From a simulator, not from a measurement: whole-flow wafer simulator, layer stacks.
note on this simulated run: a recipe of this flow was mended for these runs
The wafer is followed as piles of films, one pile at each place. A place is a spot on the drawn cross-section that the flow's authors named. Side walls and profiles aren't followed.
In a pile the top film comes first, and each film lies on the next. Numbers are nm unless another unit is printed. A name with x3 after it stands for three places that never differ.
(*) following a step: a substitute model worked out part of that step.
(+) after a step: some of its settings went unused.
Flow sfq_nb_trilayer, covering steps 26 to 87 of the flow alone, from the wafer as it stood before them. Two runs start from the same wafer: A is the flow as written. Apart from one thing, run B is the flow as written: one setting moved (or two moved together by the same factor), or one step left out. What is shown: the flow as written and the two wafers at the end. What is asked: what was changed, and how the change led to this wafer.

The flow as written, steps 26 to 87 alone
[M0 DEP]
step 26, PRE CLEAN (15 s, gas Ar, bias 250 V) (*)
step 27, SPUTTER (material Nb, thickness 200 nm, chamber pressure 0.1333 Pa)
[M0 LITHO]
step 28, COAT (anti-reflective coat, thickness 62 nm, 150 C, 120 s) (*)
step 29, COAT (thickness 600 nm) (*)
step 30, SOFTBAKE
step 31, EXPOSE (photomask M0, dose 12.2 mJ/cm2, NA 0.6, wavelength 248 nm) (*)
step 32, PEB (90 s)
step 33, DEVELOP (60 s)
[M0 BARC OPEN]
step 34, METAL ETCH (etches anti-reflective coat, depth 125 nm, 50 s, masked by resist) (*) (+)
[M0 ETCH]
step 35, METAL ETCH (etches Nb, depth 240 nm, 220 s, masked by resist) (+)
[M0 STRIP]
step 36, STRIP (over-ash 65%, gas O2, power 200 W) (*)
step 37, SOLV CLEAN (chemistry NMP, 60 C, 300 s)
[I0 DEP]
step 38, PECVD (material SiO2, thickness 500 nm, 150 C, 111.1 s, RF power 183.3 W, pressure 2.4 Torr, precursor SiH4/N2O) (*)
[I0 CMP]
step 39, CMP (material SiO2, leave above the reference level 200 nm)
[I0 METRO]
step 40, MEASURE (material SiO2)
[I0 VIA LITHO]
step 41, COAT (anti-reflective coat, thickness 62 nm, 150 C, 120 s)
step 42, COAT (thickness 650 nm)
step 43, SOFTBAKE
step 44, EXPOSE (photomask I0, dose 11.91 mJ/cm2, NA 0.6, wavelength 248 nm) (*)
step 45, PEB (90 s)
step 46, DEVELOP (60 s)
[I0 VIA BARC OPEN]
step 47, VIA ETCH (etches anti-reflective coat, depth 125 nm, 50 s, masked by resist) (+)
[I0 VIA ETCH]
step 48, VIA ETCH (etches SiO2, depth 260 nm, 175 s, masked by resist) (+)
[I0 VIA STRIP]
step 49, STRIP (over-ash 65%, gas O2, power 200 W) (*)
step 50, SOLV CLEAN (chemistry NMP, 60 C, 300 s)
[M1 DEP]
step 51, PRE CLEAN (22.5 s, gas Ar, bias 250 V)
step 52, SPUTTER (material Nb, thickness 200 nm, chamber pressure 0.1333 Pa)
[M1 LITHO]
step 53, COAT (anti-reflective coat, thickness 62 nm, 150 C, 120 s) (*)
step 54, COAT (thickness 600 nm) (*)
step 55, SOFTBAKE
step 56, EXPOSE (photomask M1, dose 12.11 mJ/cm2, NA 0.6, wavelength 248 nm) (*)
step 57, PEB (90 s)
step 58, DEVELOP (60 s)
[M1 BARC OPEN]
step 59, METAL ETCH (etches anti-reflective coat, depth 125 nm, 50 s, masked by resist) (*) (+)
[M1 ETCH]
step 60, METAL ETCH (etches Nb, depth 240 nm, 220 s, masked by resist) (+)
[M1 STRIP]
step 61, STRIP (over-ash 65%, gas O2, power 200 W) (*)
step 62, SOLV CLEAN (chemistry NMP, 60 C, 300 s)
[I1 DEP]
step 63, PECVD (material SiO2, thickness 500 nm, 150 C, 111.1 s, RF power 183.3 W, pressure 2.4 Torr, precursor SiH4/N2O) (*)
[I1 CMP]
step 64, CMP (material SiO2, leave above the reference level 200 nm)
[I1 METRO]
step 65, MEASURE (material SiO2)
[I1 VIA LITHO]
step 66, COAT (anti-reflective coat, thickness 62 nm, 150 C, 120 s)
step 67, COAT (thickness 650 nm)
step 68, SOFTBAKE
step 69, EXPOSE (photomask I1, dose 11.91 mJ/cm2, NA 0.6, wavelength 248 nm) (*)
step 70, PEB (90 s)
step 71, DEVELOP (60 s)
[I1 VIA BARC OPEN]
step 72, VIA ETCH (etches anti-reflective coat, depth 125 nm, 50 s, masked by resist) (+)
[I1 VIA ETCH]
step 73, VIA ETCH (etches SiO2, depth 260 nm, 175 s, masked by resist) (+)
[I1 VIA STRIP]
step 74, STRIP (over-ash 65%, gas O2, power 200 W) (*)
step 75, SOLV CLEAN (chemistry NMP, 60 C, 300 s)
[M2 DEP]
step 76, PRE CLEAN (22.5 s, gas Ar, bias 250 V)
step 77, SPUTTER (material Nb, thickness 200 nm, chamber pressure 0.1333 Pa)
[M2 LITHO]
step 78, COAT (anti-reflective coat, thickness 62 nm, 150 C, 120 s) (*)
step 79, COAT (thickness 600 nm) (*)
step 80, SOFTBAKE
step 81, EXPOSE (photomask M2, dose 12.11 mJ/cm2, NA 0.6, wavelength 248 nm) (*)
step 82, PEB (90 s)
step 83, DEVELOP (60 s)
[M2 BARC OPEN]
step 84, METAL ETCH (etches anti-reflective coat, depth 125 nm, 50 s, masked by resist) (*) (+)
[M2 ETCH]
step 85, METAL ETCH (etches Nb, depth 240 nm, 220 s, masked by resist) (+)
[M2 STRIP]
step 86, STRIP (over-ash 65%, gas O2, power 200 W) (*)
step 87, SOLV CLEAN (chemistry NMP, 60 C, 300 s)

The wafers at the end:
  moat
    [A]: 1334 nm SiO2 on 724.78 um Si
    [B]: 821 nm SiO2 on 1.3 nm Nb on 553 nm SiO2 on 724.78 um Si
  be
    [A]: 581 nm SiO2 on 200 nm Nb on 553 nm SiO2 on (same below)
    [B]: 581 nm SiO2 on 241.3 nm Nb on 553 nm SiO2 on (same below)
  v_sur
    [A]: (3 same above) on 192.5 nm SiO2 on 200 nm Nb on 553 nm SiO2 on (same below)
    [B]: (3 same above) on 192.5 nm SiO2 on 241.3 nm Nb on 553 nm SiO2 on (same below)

The reason: step 27, SPUTTER: thickness 241.3 nm was run, whereas the flow has thickness 200 nm.
The wafer itself shows it: be has Nb 241.3, and step 27 as written asks for 200 nm.

The path from the change to this, step by step:
  step 27, SPUTTER (material Nb, thickness 200 nm, chamber pressure 0.1333 Pa)
      field_l, v_sur, via_wl and 102 more: A +200 Nb (new film) | B +241.3 Nb (new film)
      l0v: A +195.4 Nb (new film) | B +236.7 Nb (new film)
  step 35, METAL ETCH (etches Nb, depth 240 nm, 220 s, masked by resist) (+)
      moat, m0r_space_l x2: A -200 Nb (all of it), -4 SiO2 | B -240 Nb
  step 38, PECVD (material SiO2, thickness 500 nm, 150 C, 111.1 s, RF power 183.3 W, pressure 2.4 Torr, precursor SiH4/N2O) (*)
      moat, m0r_space_l x2: A +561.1 SiO2 | B +597.1 SiO2 (new film)
With metal films that touch counted as one body, moat has 1 body; the flow as written gives 0 bodies.
